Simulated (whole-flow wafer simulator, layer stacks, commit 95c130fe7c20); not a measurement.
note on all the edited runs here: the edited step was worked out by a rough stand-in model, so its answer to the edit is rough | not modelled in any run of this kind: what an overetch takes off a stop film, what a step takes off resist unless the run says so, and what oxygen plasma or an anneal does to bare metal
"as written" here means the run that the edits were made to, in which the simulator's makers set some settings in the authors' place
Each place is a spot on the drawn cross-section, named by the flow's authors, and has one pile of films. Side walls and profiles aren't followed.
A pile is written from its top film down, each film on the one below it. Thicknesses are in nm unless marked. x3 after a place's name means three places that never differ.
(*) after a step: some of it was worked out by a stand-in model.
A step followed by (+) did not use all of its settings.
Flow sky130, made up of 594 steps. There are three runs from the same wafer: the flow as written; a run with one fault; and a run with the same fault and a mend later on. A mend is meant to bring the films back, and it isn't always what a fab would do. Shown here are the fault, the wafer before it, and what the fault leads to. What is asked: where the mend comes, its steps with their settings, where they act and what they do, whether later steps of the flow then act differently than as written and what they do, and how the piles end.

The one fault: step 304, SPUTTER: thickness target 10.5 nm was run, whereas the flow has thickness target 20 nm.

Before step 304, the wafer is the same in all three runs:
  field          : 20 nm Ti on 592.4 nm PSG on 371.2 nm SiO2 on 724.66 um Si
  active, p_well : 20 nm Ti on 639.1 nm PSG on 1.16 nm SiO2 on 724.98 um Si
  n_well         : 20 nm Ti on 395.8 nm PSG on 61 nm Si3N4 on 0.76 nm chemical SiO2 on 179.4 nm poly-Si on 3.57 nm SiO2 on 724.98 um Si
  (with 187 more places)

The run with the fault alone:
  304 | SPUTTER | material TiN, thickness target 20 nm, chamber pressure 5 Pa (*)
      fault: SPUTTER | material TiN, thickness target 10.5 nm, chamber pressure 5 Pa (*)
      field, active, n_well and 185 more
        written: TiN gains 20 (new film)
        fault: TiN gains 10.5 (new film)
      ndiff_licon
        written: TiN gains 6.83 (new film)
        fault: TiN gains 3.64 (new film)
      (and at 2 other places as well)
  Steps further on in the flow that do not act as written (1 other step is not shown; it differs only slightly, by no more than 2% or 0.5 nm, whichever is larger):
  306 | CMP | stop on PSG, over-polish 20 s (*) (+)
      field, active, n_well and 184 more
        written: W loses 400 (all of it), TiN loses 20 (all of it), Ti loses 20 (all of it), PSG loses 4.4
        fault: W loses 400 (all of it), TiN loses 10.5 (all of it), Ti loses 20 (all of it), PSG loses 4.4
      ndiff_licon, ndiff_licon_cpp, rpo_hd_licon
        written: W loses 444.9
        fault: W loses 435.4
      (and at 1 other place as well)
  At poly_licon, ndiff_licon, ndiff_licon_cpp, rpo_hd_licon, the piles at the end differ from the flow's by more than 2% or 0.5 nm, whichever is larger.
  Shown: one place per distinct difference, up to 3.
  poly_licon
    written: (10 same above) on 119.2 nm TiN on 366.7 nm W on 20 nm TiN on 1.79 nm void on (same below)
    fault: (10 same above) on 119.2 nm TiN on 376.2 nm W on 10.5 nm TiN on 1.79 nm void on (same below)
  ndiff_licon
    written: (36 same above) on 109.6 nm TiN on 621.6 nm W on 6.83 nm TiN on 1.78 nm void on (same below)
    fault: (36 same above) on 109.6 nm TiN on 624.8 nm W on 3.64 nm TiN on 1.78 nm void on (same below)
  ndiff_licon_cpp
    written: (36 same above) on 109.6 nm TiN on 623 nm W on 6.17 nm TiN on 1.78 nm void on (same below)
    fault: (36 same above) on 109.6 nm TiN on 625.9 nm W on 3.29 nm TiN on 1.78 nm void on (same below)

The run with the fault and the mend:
  The mend follows step 304.
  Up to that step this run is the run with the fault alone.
  304a | SPUTTER | material TiN, thickness target 9.5 nm, chamber pressure 5 Pa (*) (the flow's step 304 again, with other settings)
      field, active, n_well and 185 more
        TiN gains 9.5
      ndiff_licon
        TiN gains 3.19
      ndiff_licon_cpp
        TiN gains 2.89
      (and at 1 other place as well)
  None of the later steps of the flow differs from how it acts as written, at any place that is followed, by more than 2% or 0.5 nm, whichever is larger.
  When the end is reached, the piles differ only a little from the flow's at the places that both follow, at most by 2% or 0.5 nm, whichever is larger.
